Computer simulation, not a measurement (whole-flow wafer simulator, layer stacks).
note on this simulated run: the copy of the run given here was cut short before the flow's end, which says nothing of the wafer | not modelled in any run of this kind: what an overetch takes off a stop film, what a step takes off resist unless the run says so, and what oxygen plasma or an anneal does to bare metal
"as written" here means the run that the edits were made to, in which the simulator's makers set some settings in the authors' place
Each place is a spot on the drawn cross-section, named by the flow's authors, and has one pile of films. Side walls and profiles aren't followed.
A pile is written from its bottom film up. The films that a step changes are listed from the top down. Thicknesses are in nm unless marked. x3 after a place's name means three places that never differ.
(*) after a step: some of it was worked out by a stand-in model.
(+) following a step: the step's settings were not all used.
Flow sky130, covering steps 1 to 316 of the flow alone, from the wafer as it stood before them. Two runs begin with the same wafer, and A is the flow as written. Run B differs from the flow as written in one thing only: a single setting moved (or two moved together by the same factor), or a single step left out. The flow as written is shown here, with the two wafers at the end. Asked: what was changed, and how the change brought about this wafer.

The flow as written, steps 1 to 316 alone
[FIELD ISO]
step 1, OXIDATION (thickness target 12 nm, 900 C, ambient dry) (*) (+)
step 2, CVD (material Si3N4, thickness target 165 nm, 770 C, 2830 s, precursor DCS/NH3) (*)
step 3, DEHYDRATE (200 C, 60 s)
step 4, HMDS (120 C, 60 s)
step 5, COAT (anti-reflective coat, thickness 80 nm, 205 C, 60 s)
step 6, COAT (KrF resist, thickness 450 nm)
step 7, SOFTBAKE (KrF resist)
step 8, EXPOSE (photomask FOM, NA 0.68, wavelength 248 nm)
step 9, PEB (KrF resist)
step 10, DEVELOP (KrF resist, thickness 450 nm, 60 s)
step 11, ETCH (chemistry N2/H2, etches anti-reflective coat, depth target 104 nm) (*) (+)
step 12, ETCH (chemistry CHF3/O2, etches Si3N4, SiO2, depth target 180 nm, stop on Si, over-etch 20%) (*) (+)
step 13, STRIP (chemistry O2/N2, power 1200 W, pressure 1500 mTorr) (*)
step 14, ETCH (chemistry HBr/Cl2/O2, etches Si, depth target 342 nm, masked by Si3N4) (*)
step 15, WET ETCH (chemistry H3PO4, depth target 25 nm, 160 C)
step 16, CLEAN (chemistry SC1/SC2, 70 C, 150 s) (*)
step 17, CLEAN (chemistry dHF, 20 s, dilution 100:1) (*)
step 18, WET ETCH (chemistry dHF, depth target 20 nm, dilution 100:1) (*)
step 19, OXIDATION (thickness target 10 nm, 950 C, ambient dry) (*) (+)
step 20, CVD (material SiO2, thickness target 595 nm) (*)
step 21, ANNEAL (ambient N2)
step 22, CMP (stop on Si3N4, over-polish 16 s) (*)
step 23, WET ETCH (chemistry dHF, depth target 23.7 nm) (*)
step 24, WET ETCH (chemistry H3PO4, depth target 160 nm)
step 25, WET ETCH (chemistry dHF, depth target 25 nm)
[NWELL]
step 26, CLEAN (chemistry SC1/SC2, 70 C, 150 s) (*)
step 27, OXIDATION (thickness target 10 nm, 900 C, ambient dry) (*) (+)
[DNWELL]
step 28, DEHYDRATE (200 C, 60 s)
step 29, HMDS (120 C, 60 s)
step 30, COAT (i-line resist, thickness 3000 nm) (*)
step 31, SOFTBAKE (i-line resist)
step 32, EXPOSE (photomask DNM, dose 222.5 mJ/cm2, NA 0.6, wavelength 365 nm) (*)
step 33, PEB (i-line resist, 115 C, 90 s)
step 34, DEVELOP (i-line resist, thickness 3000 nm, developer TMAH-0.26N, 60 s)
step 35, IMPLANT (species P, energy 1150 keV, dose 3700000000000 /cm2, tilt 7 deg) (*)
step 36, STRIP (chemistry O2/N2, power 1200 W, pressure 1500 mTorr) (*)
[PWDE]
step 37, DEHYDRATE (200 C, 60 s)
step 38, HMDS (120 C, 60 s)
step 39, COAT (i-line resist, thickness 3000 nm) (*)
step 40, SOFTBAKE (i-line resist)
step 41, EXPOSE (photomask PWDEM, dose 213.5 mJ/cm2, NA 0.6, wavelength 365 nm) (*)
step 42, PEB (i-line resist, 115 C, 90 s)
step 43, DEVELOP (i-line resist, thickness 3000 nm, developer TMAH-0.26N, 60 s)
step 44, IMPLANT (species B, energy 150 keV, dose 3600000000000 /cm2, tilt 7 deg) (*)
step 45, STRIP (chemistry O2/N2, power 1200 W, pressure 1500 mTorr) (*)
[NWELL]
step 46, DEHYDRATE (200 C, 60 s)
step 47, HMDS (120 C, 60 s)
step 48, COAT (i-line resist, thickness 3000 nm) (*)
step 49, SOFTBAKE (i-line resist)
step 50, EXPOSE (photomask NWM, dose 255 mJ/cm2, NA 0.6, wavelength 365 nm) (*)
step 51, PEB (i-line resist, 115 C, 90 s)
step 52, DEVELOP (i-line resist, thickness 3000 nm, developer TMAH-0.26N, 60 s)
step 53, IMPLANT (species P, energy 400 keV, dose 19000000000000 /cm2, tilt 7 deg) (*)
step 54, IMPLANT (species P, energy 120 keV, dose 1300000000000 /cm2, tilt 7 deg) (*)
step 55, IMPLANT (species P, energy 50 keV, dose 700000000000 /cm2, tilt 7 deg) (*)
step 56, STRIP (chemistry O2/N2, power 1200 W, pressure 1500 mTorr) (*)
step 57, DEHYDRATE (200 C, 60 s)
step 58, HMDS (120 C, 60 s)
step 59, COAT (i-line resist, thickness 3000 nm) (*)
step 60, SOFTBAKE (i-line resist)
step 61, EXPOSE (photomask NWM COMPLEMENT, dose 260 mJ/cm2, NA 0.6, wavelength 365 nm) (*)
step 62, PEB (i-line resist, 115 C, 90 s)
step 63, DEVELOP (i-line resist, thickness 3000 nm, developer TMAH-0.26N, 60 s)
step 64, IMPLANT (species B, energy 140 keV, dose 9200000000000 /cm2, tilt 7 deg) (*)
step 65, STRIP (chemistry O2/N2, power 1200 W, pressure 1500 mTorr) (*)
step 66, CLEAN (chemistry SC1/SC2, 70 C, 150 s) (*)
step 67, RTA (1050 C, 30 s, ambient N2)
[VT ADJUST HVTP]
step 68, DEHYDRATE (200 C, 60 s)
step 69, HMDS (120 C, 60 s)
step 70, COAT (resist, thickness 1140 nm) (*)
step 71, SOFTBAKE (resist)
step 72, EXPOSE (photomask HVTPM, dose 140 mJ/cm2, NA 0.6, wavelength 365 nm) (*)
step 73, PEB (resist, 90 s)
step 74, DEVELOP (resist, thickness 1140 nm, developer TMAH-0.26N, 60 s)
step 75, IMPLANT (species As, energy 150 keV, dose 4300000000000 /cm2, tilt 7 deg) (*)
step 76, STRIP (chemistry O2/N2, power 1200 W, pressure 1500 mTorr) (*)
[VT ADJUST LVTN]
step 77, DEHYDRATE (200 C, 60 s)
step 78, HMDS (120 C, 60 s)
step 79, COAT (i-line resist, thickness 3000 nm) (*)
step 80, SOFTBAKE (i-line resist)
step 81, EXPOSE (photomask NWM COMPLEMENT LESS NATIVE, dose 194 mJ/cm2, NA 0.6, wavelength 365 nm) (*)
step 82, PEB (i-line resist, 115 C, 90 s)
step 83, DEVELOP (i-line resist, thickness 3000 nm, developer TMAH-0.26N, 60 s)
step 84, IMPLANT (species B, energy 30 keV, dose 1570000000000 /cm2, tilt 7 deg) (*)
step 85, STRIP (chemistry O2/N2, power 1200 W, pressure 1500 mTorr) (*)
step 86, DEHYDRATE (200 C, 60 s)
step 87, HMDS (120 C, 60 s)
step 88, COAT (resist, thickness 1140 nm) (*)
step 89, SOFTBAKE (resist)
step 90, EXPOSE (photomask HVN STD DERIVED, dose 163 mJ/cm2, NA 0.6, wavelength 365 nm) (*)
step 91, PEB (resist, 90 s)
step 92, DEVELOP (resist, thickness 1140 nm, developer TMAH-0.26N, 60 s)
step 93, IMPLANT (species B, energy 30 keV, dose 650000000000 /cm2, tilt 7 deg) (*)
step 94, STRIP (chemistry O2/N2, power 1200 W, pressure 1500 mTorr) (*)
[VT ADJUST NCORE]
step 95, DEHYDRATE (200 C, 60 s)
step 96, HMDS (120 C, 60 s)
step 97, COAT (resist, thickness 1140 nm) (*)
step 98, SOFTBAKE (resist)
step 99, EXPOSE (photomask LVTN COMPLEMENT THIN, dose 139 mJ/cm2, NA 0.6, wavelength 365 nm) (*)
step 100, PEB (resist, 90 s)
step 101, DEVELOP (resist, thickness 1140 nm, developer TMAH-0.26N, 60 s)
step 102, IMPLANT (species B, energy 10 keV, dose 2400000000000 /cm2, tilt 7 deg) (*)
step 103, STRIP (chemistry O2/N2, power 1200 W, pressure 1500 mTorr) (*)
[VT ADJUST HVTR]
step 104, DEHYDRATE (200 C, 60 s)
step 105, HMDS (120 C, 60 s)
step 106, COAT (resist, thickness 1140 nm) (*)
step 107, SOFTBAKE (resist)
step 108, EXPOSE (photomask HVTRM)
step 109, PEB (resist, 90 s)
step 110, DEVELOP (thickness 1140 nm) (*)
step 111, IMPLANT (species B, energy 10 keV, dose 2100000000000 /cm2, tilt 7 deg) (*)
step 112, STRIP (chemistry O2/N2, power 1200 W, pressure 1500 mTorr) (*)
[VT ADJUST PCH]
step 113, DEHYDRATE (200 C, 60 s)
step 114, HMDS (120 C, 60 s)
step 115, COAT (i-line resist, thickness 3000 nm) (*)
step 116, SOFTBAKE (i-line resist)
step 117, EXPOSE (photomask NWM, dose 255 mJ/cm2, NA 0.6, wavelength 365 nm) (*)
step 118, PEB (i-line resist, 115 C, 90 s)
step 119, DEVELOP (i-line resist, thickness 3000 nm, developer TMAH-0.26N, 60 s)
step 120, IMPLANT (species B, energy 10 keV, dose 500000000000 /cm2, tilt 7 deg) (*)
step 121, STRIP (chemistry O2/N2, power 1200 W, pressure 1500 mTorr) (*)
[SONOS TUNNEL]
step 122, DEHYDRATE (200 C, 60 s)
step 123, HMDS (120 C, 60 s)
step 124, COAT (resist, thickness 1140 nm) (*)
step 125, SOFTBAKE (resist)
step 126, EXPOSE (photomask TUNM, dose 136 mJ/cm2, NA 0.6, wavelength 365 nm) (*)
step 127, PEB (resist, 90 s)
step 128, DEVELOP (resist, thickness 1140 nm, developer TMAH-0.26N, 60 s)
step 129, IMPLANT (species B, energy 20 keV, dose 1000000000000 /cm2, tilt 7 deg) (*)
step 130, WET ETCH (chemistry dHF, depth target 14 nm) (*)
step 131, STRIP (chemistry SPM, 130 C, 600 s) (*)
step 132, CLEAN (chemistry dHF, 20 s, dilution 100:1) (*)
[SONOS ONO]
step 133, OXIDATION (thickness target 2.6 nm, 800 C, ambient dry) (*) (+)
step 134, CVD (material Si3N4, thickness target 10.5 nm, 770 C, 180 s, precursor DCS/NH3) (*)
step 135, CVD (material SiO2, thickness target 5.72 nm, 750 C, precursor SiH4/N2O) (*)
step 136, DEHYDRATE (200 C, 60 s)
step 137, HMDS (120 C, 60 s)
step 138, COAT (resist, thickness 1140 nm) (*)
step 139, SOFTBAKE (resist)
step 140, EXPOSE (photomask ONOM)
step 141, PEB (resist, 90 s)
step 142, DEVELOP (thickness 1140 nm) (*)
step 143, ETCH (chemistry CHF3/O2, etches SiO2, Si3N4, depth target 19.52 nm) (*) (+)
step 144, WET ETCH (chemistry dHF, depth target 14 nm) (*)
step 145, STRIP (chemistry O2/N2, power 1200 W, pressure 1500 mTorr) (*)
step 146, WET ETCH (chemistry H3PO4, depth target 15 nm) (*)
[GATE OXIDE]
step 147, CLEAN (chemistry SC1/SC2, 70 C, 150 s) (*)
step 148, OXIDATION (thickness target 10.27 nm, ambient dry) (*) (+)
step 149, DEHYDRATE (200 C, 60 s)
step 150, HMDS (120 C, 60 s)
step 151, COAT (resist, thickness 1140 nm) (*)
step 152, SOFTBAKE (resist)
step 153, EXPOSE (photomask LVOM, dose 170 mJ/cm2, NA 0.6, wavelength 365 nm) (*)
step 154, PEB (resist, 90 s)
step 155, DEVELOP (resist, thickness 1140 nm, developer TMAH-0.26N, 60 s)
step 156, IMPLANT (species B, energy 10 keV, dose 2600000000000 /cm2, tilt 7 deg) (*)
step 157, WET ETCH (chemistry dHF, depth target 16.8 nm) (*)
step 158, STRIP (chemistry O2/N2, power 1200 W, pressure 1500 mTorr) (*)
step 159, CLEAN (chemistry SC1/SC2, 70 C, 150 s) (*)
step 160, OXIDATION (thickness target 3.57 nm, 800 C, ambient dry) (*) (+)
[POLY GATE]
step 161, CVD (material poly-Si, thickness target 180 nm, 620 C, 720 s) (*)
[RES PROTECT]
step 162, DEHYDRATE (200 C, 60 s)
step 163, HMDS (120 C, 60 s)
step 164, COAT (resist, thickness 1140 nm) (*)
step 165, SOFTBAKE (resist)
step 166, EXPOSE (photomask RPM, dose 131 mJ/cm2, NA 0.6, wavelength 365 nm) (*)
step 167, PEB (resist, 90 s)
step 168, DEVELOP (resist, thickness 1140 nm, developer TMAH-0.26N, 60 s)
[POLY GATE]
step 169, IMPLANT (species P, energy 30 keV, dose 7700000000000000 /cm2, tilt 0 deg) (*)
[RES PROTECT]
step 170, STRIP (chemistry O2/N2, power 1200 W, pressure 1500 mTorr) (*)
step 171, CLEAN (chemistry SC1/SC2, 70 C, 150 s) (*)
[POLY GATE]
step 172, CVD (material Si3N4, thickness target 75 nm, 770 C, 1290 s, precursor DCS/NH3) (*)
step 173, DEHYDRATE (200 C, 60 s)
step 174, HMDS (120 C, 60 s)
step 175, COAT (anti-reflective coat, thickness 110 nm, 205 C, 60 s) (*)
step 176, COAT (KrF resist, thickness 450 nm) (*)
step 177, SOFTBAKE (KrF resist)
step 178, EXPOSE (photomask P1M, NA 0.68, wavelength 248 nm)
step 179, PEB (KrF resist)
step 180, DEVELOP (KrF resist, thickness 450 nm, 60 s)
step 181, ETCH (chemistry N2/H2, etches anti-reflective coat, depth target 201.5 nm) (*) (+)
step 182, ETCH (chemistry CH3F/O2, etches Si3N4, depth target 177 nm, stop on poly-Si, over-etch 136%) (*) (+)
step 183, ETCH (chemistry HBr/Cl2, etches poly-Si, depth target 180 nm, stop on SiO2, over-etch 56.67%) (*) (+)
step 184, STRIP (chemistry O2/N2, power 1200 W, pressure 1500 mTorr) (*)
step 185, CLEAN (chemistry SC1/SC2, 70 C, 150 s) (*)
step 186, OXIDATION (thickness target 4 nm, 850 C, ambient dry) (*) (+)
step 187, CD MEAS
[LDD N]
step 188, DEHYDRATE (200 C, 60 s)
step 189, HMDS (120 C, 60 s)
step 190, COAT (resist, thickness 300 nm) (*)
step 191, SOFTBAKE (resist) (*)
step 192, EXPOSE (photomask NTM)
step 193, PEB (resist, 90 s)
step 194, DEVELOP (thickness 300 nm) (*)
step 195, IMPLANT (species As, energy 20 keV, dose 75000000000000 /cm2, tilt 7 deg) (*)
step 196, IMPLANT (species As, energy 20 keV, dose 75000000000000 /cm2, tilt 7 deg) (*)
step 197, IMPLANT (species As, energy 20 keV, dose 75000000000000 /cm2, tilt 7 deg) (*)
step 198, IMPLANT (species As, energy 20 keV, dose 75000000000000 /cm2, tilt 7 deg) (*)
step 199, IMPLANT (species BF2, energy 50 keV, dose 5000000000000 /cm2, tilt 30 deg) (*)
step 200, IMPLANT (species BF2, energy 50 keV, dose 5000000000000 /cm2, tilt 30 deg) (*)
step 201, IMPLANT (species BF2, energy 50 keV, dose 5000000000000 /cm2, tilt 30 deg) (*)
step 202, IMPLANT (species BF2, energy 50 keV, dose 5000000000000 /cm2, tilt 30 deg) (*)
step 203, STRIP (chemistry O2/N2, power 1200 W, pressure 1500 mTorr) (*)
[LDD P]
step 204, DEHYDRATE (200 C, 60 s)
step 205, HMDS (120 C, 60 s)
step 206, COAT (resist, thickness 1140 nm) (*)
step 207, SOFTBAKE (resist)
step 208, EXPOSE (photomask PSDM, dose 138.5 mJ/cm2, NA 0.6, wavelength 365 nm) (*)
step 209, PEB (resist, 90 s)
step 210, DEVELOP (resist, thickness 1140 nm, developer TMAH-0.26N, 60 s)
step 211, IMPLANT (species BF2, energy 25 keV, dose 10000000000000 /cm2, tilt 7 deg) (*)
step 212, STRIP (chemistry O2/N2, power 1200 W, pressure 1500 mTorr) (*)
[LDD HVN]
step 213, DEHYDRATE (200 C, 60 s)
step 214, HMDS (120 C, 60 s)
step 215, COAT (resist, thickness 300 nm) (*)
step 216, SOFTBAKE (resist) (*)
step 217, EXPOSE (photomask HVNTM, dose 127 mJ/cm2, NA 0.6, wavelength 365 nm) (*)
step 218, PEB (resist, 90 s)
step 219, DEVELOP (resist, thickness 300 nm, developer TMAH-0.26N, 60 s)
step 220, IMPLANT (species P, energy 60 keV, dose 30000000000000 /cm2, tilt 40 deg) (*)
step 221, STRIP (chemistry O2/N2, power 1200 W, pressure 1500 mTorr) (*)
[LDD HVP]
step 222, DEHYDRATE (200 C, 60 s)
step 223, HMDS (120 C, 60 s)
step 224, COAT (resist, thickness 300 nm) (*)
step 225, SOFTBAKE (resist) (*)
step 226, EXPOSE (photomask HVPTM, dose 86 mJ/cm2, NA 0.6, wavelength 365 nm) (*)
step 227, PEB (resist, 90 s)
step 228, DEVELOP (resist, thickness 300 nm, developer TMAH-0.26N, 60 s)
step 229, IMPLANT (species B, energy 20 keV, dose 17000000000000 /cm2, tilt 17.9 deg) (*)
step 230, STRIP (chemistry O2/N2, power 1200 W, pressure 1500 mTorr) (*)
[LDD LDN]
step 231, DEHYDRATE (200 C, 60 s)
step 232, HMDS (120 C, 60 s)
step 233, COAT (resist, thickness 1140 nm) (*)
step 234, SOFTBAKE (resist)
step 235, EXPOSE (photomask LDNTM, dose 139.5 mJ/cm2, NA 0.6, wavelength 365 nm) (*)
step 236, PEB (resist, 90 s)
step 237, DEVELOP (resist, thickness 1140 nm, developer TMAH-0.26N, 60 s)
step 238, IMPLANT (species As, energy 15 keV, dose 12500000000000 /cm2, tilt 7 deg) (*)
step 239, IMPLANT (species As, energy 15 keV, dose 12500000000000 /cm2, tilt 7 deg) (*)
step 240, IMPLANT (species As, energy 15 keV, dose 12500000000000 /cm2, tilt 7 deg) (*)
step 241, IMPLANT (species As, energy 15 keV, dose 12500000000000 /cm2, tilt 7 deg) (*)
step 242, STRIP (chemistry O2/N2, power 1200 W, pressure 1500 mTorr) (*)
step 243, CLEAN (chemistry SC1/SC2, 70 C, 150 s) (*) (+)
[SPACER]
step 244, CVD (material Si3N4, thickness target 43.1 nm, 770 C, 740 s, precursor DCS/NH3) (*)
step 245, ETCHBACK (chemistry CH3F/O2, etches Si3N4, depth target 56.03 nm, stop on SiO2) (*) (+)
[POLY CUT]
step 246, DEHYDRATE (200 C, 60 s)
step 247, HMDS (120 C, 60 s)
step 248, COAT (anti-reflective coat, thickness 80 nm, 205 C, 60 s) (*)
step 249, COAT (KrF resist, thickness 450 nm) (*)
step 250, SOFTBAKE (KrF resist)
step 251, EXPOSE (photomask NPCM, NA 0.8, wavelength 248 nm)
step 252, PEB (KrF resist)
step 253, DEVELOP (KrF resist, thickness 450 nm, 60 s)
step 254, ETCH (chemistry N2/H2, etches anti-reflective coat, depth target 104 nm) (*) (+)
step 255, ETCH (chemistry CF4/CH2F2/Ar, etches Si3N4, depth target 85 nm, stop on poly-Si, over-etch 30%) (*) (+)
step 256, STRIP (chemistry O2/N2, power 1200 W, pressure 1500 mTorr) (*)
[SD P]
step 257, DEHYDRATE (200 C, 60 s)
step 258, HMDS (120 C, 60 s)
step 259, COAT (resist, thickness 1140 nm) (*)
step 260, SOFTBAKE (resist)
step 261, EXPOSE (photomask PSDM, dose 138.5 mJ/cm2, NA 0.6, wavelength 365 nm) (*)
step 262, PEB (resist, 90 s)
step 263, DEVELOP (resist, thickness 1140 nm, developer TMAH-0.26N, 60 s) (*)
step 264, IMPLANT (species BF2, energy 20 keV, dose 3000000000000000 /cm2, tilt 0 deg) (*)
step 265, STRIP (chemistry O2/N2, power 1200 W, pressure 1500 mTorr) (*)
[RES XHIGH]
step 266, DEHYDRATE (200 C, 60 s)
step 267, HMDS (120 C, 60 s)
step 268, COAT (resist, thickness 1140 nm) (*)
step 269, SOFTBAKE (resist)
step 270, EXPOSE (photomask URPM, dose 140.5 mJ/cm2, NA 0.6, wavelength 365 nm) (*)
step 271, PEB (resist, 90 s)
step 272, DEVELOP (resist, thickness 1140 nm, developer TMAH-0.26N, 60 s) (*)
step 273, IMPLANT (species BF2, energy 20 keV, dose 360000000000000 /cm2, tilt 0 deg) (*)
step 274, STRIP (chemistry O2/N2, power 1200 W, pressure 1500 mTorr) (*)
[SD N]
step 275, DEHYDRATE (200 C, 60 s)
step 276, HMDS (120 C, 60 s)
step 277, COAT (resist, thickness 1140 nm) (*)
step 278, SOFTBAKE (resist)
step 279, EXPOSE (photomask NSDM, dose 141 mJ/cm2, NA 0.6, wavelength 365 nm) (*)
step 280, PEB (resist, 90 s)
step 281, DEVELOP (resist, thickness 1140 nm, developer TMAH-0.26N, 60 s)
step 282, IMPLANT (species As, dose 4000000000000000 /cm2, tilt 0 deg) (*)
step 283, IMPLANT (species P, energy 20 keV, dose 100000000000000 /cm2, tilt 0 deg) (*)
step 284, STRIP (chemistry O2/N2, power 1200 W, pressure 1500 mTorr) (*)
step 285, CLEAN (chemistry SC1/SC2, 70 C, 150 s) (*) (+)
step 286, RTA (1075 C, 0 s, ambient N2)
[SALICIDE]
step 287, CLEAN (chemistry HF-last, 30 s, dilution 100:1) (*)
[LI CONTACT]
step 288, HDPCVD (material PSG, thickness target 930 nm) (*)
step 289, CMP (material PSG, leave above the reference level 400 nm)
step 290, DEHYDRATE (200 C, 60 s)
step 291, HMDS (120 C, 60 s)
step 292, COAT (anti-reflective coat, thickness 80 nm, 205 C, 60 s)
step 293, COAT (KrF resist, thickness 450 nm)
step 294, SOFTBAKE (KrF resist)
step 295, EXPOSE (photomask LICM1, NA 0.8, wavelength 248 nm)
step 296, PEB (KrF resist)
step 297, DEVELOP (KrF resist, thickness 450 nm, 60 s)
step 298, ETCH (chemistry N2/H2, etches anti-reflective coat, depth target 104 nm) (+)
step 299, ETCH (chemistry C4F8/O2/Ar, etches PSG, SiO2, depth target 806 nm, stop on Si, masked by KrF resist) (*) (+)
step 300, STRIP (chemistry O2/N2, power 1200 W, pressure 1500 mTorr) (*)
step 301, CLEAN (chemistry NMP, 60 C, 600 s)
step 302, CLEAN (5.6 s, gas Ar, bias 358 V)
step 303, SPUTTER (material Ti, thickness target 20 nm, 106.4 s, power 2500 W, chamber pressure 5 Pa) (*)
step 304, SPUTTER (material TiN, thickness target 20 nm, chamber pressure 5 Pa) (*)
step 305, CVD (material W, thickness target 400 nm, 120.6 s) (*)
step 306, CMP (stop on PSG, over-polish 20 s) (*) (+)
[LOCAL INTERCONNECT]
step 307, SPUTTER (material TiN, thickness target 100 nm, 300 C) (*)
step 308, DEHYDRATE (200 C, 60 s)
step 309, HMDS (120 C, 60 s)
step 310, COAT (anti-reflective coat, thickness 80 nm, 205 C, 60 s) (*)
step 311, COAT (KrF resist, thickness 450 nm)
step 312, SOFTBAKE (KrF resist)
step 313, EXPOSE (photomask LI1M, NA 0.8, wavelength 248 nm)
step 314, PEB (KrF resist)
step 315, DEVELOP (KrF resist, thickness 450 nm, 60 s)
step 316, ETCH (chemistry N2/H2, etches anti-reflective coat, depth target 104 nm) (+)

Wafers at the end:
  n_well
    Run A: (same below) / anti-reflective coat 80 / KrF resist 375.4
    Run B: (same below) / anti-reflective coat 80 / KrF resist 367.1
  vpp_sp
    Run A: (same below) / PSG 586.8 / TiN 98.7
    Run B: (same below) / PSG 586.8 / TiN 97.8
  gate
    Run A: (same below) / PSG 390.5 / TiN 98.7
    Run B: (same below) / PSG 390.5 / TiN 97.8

Cause: step 316, ETCH: depth target 119 nm was run, though the flow has depth target 104 nm.

The path from the change to this, step by step:
  step 316, ETCH (chemistry N2/H2, etches anti-reflective coat, depth target 104 nm) (+)
      n_well, p_well, gate_hv and 97 more: A -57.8 KrF resist | B -66.1 KrF resist
      field, active, gate and 87 more: A -80 anti-reflective coat (all of it), -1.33 TiN | B -80 anti-reflective coat (all of it), -2.17 TiN
      (also at 1 further place)
